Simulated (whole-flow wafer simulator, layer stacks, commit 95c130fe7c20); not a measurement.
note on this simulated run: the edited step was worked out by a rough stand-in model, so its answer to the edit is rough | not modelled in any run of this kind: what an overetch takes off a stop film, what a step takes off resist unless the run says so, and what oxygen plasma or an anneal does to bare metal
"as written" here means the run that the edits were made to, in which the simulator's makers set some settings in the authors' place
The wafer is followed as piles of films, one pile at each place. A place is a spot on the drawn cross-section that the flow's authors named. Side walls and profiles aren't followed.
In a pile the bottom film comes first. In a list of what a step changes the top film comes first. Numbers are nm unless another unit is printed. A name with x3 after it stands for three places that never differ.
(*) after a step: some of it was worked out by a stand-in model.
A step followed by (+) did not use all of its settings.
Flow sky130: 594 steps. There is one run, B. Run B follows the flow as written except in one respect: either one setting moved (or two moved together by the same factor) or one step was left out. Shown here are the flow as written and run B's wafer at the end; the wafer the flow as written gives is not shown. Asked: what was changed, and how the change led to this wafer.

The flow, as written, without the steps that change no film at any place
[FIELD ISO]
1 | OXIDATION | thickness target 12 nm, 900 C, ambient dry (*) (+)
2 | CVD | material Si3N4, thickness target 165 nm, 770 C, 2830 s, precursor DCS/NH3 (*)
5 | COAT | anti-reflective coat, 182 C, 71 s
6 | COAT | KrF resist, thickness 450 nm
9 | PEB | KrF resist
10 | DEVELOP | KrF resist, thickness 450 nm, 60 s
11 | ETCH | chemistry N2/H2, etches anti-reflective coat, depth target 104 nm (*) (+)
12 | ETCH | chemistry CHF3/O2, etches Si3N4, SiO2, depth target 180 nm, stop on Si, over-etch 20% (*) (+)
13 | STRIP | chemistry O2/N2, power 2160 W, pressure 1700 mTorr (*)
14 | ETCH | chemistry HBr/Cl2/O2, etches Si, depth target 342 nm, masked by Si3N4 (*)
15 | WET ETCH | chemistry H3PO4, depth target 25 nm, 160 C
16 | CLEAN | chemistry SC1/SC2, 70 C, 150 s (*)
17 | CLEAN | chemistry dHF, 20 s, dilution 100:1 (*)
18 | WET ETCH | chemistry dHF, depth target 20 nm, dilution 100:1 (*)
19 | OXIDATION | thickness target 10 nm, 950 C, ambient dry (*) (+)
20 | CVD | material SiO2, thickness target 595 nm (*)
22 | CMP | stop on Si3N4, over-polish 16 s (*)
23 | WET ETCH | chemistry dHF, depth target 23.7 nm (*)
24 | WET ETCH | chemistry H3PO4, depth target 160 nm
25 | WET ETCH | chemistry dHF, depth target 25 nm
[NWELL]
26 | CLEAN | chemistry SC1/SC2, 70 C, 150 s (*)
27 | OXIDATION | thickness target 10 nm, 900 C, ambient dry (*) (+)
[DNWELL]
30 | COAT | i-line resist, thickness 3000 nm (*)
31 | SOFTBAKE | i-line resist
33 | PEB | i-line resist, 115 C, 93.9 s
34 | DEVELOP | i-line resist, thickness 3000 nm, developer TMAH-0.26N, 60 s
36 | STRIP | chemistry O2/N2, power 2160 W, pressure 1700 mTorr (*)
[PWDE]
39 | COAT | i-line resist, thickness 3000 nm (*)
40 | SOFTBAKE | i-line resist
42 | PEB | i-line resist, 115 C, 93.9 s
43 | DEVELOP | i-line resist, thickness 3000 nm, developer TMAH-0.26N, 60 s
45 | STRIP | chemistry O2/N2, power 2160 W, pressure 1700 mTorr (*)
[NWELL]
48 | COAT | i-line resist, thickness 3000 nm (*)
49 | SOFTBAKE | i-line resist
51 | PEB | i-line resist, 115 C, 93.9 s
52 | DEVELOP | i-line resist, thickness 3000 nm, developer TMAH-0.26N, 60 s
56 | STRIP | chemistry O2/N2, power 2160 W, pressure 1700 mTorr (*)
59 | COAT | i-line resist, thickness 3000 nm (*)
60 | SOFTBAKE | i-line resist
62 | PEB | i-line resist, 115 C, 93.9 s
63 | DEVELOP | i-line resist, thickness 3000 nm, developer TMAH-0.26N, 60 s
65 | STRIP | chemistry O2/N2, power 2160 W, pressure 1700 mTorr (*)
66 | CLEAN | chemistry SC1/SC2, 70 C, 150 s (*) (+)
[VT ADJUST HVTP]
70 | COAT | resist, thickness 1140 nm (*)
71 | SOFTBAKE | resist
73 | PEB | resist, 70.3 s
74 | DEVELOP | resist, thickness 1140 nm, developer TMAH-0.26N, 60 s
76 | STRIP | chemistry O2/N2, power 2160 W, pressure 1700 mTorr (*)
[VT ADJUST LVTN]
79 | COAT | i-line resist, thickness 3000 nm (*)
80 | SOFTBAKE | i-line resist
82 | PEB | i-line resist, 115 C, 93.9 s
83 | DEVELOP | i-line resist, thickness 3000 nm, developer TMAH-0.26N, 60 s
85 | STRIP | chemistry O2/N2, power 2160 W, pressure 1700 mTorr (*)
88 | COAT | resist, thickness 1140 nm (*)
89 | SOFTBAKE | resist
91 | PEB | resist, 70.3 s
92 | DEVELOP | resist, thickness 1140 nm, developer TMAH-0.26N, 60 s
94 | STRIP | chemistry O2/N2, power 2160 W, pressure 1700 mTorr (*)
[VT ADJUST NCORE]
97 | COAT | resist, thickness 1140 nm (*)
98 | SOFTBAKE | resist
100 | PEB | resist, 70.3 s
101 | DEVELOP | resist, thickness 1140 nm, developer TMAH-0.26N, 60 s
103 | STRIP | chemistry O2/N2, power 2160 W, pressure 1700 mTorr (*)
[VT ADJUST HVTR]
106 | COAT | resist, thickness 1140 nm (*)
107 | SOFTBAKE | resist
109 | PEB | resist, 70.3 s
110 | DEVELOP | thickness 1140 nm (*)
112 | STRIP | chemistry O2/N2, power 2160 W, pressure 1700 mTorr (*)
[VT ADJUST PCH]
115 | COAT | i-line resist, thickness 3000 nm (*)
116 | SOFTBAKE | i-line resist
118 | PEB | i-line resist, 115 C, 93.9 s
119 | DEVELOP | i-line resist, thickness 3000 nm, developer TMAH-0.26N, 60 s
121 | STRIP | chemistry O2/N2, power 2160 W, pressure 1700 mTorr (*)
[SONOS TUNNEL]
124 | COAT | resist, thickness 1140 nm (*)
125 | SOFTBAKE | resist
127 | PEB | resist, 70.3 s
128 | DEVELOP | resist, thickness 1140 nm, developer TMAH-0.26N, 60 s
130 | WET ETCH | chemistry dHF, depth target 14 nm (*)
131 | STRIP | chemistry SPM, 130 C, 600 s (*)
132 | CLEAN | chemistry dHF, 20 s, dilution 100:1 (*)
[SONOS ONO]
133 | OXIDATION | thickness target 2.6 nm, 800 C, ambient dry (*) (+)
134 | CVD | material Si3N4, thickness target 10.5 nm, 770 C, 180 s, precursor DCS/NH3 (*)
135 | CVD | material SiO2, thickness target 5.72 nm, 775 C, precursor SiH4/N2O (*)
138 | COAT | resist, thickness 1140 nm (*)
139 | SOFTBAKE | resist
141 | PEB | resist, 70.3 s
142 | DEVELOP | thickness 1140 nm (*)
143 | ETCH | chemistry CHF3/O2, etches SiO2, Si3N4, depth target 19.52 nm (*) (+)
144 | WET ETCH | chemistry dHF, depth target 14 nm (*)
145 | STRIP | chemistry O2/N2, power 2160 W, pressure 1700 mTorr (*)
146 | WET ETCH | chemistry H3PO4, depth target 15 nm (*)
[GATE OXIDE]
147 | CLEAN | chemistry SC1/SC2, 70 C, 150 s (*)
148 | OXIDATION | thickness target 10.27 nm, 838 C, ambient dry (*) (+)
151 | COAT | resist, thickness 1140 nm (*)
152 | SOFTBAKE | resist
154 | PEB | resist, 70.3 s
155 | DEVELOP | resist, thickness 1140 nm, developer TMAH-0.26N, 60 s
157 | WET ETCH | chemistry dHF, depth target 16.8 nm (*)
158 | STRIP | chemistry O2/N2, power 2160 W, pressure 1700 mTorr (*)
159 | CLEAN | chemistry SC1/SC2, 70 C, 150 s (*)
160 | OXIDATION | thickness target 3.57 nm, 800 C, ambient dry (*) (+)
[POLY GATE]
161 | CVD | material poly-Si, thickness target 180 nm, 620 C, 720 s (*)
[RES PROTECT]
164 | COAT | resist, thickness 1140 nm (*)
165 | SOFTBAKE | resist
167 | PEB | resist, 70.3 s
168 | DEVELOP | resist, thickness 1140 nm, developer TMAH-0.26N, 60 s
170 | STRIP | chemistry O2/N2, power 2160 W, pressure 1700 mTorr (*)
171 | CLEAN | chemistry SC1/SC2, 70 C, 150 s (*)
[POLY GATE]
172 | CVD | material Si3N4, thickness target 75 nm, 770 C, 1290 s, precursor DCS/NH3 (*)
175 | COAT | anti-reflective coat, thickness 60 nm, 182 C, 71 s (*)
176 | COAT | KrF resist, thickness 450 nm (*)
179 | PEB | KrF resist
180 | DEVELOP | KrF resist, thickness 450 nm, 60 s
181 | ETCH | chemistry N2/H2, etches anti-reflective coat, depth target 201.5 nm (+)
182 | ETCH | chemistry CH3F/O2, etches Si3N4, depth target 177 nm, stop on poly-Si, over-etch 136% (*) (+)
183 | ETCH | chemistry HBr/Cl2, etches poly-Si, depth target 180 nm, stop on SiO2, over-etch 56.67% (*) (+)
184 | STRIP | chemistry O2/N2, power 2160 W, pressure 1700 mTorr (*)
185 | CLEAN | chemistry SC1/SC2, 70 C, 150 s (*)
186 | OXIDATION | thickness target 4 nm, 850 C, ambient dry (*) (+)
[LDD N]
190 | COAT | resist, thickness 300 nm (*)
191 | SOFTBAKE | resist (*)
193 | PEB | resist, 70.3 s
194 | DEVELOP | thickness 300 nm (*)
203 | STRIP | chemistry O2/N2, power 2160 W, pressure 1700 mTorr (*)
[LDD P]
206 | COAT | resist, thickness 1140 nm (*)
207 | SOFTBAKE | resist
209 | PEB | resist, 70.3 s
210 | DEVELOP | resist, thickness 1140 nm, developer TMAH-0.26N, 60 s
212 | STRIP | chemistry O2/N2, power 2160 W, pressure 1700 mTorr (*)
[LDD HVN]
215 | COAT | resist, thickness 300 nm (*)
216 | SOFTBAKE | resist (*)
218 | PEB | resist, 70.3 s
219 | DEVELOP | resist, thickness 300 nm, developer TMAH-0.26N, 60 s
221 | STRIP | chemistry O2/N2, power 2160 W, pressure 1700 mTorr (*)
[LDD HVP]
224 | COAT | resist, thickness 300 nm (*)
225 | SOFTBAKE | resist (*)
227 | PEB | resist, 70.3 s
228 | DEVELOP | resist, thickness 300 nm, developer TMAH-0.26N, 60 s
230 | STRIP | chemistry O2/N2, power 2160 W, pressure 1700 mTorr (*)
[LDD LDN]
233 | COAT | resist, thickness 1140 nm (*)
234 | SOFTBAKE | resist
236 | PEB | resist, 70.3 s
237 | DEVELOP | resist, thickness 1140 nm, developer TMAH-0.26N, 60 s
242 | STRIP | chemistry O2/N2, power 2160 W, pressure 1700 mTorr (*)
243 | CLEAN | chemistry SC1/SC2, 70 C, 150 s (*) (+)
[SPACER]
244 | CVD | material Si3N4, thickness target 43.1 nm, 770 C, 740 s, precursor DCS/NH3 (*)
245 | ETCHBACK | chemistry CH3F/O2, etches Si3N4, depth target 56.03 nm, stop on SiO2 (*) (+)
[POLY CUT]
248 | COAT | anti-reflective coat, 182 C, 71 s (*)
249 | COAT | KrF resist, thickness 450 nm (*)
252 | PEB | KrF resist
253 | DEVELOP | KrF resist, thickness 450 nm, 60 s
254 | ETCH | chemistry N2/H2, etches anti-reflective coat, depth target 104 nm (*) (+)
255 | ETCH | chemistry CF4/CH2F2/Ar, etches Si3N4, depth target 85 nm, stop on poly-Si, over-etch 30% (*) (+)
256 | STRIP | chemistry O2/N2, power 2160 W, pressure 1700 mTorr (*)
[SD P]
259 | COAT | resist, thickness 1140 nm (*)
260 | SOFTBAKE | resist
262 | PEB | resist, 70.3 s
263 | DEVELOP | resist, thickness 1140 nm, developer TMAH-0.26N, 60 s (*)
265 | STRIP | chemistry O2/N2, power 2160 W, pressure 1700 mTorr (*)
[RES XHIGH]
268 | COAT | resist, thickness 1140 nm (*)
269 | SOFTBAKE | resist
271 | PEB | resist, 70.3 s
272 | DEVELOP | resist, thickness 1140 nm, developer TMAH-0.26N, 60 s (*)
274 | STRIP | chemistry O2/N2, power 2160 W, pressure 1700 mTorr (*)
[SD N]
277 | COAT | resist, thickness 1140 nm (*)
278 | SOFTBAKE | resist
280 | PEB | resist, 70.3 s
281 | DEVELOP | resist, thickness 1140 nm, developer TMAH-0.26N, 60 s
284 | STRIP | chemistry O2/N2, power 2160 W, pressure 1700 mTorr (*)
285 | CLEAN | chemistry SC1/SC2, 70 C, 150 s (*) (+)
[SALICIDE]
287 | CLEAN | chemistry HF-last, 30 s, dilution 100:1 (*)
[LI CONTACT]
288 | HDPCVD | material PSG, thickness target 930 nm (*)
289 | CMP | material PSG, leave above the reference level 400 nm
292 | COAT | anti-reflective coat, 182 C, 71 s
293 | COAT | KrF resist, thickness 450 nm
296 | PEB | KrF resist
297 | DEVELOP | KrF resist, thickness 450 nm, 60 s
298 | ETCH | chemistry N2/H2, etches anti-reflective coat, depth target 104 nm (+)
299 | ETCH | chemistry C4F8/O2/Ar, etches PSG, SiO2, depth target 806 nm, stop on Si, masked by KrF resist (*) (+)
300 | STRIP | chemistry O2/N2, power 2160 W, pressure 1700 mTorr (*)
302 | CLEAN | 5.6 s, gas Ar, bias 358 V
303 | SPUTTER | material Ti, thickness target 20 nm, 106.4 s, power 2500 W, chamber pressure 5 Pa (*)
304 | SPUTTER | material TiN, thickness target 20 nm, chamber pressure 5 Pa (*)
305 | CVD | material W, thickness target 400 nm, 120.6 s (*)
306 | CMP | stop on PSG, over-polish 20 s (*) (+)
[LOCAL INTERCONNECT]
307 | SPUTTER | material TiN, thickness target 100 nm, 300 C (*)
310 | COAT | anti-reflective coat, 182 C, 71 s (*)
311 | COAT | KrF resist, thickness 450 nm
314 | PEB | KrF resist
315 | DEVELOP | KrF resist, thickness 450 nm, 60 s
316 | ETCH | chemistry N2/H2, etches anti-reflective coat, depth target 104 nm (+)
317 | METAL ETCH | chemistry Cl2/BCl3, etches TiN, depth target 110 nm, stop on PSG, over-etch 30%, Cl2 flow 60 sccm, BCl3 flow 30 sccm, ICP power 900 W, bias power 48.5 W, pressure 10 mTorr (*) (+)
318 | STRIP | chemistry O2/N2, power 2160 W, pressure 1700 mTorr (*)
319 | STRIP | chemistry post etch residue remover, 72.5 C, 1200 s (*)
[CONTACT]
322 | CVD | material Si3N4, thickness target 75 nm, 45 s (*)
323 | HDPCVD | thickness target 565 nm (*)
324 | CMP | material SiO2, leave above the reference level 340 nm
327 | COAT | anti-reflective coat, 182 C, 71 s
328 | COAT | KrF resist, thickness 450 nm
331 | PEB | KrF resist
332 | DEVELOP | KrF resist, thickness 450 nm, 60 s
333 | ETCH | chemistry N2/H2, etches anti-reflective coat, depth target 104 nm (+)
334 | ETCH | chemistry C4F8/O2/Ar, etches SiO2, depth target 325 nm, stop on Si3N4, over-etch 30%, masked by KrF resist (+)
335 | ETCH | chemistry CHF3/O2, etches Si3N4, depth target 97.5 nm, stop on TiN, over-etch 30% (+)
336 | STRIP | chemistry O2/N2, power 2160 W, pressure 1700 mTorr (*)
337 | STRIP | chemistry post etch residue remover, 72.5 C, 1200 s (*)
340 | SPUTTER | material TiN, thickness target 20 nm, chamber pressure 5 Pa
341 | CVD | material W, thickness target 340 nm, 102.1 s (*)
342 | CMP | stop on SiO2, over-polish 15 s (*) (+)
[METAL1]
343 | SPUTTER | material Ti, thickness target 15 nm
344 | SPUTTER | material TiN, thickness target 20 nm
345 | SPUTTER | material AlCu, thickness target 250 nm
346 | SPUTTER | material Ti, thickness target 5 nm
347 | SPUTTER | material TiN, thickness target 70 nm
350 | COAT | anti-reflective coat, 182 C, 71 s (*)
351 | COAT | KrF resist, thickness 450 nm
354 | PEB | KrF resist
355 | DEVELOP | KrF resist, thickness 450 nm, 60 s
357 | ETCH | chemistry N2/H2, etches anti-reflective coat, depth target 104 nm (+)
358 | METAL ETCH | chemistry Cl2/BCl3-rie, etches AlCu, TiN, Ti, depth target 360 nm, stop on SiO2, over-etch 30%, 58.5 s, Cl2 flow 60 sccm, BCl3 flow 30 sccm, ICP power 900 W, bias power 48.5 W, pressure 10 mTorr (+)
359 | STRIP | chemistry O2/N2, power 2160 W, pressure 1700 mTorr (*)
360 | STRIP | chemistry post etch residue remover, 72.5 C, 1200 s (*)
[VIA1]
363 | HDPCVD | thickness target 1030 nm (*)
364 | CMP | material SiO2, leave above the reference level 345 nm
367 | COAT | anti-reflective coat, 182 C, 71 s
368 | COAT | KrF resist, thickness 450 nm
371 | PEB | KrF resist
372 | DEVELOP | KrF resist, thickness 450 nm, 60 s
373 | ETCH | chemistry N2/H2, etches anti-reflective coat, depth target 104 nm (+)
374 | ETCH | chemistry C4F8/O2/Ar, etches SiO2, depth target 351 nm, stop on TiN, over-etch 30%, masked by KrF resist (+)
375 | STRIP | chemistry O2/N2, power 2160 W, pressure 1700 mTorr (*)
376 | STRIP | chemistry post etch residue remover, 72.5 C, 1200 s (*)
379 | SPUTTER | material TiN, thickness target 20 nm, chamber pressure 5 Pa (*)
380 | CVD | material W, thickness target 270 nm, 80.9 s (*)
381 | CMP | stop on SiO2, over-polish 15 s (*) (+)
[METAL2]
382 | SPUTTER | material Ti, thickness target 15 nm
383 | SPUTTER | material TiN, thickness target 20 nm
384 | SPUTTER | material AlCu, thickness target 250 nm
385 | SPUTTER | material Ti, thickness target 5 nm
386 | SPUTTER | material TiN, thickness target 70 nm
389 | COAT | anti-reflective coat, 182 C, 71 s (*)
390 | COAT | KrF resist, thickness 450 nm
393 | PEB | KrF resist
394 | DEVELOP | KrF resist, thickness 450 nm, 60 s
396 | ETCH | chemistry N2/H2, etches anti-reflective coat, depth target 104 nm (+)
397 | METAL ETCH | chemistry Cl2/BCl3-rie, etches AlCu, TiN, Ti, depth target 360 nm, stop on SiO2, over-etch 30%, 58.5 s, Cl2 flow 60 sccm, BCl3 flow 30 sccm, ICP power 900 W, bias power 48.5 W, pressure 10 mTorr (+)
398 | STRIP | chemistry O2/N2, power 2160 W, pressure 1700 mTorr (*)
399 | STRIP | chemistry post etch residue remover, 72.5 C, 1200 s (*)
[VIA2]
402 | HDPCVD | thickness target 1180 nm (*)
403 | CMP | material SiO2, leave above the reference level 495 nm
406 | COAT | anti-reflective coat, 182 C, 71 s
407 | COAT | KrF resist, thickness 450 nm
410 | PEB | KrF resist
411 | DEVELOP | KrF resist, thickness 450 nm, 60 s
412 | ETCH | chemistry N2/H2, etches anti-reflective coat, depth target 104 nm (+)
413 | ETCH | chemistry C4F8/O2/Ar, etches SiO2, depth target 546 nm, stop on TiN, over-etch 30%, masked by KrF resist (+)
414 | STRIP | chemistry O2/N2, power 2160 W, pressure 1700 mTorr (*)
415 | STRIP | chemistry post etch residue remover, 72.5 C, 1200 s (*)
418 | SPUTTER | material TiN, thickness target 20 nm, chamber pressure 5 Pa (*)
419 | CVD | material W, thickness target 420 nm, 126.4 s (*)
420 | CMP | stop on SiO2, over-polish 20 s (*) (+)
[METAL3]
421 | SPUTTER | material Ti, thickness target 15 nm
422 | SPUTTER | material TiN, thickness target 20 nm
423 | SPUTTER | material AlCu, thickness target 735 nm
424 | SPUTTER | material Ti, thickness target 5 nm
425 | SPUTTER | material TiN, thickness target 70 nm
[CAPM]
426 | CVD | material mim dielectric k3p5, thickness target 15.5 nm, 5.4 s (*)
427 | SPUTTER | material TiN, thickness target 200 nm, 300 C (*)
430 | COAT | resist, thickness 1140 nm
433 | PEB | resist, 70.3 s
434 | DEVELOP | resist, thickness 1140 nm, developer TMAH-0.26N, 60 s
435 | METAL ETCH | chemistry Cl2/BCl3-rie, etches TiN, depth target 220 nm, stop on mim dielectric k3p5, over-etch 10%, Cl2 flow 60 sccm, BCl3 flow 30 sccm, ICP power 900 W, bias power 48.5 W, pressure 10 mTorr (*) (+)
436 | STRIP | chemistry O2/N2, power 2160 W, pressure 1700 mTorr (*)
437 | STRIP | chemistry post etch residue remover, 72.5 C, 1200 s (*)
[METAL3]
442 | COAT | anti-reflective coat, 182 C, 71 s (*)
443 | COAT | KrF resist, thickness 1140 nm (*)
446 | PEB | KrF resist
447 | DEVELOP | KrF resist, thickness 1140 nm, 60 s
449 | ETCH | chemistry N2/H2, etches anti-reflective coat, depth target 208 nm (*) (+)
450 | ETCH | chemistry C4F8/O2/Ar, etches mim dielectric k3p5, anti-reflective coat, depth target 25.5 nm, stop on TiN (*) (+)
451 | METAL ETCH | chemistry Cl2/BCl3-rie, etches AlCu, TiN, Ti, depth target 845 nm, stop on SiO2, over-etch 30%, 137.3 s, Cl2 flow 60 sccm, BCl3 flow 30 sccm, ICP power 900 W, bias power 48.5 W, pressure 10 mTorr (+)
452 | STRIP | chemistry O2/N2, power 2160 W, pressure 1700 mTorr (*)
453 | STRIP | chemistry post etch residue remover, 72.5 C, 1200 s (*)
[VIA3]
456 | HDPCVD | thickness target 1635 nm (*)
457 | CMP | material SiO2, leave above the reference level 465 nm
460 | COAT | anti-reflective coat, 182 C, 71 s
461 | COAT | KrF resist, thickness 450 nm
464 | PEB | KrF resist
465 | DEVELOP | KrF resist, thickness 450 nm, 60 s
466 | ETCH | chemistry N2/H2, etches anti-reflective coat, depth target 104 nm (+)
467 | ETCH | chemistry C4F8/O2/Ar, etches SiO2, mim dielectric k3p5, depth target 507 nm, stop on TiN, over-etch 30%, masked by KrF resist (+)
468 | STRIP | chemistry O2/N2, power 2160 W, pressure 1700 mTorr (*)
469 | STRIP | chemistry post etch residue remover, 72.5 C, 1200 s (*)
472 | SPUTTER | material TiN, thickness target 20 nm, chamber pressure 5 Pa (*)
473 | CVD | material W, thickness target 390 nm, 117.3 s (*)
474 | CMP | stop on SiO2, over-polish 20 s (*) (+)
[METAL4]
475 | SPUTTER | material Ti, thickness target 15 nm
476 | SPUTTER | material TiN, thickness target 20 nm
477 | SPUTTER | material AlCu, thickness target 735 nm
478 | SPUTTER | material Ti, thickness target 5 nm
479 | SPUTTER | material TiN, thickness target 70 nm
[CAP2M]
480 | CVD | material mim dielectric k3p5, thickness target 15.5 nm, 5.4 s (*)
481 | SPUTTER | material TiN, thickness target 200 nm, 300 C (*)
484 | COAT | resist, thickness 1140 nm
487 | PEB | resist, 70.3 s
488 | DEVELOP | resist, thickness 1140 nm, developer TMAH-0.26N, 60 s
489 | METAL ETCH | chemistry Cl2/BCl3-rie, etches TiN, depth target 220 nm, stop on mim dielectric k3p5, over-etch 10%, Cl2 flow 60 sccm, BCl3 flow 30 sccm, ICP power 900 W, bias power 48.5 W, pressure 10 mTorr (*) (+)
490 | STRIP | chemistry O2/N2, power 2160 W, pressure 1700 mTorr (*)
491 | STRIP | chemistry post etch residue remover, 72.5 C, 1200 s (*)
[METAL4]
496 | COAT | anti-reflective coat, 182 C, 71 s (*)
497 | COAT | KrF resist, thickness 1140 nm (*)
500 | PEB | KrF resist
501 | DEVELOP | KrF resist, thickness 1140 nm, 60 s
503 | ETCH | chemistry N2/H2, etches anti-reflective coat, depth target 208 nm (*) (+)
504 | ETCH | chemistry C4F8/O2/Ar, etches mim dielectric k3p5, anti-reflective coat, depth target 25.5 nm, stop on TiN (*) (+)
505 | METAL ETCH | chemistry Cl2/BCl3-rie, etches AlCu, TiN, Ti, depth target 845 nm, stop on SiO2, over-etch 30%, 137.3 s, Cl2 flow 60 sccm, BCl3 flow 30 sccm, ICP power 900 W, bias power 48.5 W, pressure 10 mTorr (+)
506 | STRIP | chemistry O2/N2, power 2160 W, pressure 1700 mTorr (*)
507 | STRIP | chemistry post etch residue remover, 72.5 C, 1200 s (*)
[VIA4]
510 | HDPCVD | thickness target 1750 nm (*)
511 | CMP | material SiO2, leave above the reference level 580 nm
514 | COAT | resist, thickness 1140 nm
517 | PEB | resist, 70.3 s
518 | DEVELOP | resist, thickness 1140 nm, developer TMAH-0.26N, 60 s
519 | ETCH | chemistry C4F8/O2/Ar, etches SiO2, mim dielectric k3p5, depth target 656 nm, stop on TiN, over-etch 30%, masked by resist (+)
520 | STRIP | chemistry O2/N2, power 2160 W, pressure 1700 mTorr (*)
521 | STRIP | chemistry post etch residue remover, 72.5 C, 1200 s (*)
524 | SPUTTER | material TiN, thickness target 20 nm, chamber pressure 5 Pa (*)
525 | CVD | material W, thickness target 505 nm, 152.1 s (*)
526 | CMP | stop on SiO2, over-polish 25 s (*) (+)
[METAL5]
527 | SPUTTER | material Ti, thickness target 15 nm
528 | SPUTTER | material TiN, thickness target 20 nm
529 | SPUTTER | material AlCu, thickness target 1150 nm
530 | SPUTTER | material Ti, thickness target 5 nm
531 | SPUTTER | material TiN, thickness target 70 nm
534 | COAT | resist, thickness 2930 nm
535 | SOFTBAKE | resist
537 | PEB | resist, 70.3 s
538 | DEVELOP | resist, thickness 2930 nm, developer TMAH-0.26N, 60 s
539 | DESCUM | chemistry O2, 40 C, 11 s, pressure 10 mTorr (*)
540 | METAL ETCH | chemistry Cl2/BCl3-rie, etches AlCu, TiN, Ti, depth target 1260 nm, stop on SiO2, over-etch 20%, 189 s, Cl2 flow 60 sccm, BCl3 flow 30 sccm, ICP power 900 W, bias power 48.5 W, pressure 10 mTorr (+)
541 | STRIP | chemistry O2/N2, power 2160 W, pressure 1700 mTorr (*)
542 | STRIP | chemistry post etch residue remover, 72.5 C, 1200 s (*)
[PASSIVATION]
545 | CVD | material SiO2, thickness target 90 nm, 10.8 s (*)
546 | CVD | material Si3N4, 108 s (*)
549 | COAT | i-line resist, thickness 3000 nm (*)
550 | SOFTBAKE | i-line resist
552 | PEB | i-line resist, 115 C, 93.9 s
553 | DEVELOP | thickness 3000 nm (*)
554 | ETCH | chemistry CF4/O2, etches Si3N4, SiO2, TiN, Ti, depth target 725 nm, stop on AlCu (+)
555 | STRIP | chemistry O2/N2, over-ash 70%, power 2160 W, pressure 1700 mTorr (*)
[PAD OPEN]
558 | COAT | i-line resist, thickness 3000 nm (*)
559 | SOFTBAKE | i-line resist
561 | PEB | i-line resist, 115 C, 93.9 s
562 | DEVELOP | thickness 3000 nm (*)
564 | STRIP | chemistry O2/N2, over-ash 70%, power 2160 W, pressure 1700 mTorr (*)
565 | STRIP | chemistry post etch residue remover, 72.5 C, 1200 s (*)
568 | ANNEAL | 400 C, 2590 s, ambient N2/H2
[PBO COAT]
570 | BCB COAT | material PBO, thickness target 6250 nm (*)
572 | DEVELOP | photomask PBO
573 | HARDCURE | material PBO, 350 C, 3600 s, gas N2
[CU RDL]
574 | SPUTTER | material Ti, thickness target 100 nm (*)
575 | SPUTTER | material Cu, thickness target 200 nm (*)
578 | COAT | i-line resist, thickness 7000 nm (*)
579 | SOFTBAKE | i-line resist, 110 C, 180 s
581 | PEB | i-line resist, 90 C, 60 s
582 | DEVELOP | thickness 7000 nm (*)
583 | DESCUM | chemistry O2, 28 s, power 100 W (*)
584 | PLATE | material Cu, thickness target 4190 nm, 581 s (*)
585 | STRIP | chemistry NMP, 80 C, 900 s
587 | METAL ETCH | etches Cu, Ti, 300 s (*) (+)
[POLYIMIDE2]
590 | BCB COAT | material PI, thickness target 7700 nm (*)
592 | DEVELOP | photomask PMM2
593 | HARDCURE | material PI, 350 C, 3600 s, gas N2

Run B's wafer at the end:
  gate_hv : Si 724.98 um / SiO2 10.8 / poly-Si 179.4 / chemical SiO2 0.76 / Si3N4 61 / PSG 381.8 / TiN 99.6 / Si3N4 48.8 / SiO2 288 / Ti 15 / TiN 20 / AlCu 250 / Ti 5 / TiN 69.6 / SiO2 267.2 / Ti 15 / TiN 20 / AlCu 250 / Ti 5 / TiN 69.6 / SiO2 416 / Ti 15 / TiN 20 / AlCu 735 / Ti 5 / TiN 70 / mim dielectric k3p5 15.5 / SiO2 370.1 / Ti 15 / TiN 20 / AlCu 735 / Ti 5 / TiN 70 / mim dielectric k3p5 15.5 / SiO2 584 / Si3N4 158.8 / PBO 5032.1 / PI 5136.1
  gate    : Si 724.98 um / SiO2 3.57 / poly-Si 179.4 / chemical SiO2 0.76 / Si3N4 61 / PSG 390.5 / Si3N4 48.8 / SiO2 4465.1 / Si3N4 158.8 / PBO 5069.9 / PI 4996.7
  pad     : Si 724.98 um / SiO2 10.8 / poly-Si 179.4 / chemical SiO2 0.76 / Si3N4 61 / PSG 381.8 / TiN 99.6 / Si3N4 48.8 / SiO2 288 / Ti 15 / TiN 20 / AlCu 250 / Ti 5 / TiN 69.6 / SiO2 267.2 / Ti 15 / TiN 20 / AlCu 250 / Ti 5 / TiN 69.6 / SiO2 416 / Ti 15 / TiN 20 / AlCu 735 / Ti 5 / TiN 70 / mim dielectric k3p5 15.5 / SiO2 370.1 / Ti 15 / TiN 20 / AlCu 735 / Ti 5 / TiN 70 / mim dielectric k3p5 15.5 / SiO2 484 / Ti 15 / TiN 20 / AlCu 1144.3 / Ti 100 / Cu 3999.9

Cause: step 322, CVD: thickness target 48.8 nm was run, though the flow has thickness target 75 nm; step 322, CVD: 29.2 s was run, where the flow has 45 s.
One can read it off the wafer: gate_hv has Si3N4 48.8, and step 322 as written asks for 75 nm.

The path from the change to this, step by step:
  322 | CVD | material Si3N4, thickness target 75 nm, 45 s (*)
      field, active, n_well and 188 more: +48.8 Si3N4 (new film) (in the flow as written it would be: +75 Si3N4 (new film))
  324 | CMP | material SiO2, leave above the reference level 340 nm
      n_well, p_well, gate_hv and 93 more: -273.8 SiO2 (in the flow as written it would be: -300 SiO2)
      field, active, gate and 88 more: -174.2 SiO2 (in the flow as written it would be: -200.4 SiO2)
      (and at 4 other places as well)
  334 | ETCH | chemistry C4F8/O2/Ar, etches SiO2, depth target 325 nm, stop on Si3N4, over-etch 30%, masked by KrF resist (+)
      poly_licon, ndiff_licon, ndiff_licon_cpp, rpo_hd_licon: -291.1 SiO2 (all of it) (in the flow as written it would be: -264.9 SiO2 (all of it))
  335 | ETCH | chemistry CHF3/O2, etches Si3N4, depth target 97.5 nm, stop on TiN, over-etch 30% (+)
      field, active, n_well and 184 more: -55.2 KrF resist (in the flow as written it would be: -84.8 KrF resist)
      poly_licon, ndiff_licon, ndiff_licon_cpp, rpo_hd_licon: -48.8 Si3N4 (all of it) (in the flow as written it would be: -75 Si3N4 (all of it))
  336 | STRIP | chemistry O2/N2, power 2160 W, pressure 1700 mTorr (*)
      field, active, n_well and 184 more: -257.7 KrF resist (all of it), -80 anti-reflective coat (all of it) (in the flow as written it would be: -228 KrF resist (all of it), -80 anti-reflective coat (all of it))
